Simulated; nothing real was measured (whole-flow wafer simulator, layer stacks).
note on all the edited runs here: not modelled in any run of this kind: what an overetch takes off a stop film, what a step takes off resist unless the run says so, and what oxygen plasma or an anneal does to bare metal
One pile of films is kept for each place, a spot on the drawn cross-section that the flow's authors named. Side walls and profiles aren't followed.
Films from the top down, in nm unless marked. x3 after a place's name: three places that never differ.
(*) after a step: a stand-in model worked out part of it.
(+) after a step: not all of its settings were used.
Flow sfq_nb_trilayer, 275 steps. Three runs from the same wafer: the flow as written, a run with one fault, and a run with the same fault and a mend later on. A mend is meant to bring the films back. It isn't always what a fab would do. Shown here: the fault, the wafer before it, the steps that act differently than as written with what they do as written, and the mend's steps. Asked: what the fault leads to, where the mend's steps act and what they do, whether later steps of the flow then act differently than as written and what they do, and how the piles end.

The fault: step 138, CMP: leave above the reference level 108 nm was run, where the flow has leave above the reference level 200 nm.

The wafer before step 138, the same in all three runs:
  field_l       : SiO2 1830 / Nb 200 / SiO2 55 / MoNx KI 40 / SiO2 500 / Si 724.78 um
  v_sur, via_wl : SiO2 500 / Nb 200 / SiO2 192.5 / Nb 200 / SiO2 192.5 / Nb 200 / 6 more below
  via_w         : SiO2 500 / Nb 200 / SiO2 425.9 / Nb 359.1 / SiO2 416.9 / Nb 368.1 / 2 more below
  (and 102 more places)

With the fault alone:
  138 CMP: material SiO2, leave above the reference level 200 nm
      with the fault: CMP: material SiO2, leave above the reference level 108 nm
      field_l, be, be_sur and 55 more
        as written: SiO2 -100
        with the fault: SiO2 -192
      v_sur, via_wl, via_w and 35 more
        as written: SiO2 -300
        with the fault: SiO2 -392
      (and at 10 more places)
  Later steps of the flow that act differently than as written (4 more steps differ only slightly, by at most 2% or 0.5 nm, whichever is larger, and aren't shown):
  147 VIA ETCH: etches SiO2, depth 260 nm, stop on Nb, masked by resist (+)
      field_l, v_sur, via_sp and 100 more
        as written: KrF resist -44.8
        with the fault: KrF resist -27.9
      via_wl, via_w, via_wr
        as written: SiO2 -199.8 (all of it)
        with the fault: SiO2 -107.8 (all of it)
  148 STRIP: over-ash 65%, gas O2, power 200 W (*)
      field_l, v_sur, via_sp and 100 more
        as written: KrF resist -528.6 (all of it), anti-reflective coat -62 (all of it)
        with the fault: KrF resist -545.5 (all of it), anti-reflective coat -62 (all of it)
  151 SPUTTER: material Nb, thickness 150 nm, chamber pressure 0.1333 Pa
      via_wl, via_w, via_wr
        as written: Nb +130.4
        with the fault: Nb +141.2
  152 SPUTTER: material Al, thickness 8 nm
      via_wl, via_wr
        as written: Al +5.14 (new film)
        with the fault: Al +6.23 (new film)
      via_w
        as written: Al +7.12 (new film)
        with the fault: Al +7.85 (new film)
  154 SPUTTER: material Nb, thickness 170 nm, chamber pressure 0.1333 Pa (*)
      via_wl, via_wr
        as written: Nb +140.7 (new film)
        with the fault: Nb +128.1 (new film)
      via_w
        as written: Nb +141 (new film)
        with the fault: Nb +167.4 (new film)
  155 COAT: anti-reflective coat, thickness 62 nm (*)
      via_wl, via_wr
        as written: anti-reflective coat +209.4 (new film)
        with the fault: anti-reflective coat +168.9 (new film)
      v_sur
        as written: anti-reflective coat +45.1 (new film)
        with the fault: anti-reflective coat +49.8 (new film)
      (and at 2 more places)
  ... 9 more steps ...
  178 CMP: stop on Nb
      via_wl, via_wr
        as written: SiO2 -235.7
        with the fault: SiO2 -338.2
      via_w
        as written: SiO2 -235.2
        with the fault: SiO2 -337.8
  At the end the piles differ from the flow's by more than 2% or 0.5 nm, whichever is larger, at field_l, v_sur, via_wl and 103 more.
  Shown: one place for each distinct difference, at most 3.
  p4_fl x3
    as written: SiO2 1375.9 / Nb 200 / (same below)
    with the fault: SiO2 1283.9 / Nb 200 / (same below)
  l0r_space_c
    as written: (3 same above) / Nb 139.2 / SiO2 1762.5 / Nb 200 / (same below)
    with the fault: (3 same above) / Nb 139.2 / SiO2 1670.5 / Nb 200 / (same below)
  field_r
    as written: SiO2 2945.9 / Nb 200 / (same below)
    with the fault: SiO2 2853.9 / Nb 200 / (same below)

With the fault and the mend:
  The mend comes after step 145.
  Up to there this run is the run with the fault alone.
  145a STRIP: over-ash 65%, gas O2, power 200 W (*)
      field_l, v_sur, via_sp and 100 more
        KrF resist -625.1 (all of it), anti-reflective coat -62 (all of it)
      via_wl, via_w, via_wr
        anti-reflective coat -62 (all of it)
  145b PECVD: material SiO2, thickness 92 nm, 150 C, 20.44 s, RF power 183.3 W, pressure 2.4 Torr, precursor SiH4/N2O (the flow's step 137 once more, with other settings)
      field_l, v_sur, via_wl and 103 more
        SiO2 +92
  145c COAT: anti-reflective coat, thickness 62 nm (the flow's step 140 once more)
      field_l, v_sur, via_wl and 103 more
        anti-reflective coat +62 (new film)
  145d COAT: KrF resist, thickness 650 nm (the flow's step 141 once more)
      field_l, v_sur, via_wl and 103 more
        KrF resist +650 (new film)
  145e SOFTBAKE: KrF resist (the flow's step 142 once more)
      changes no film at any place that is followed
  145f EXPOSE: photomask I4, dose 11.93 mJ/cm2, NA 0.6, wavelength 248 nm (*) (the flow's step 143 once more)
      changes no film at any place that is followed
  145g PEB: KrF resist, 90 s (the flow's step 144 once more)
      field_l, v_sur, via_wl and 103 more
        KrF resist -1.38
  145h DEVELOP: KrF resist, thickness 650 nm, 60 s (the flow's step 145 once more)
      field_l, v_sur, via_sp and 100 more
        KrF resist -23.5
      via_wl, via_w, via_wr
        KrF resist -648.6 (all of it)
  No later step of the flow acts differently than as written, at any place that is followed, by more than 2% or 0.5 nm, whichever is larger.
  At the end the piles are the same as the flow's at every place that both follow.
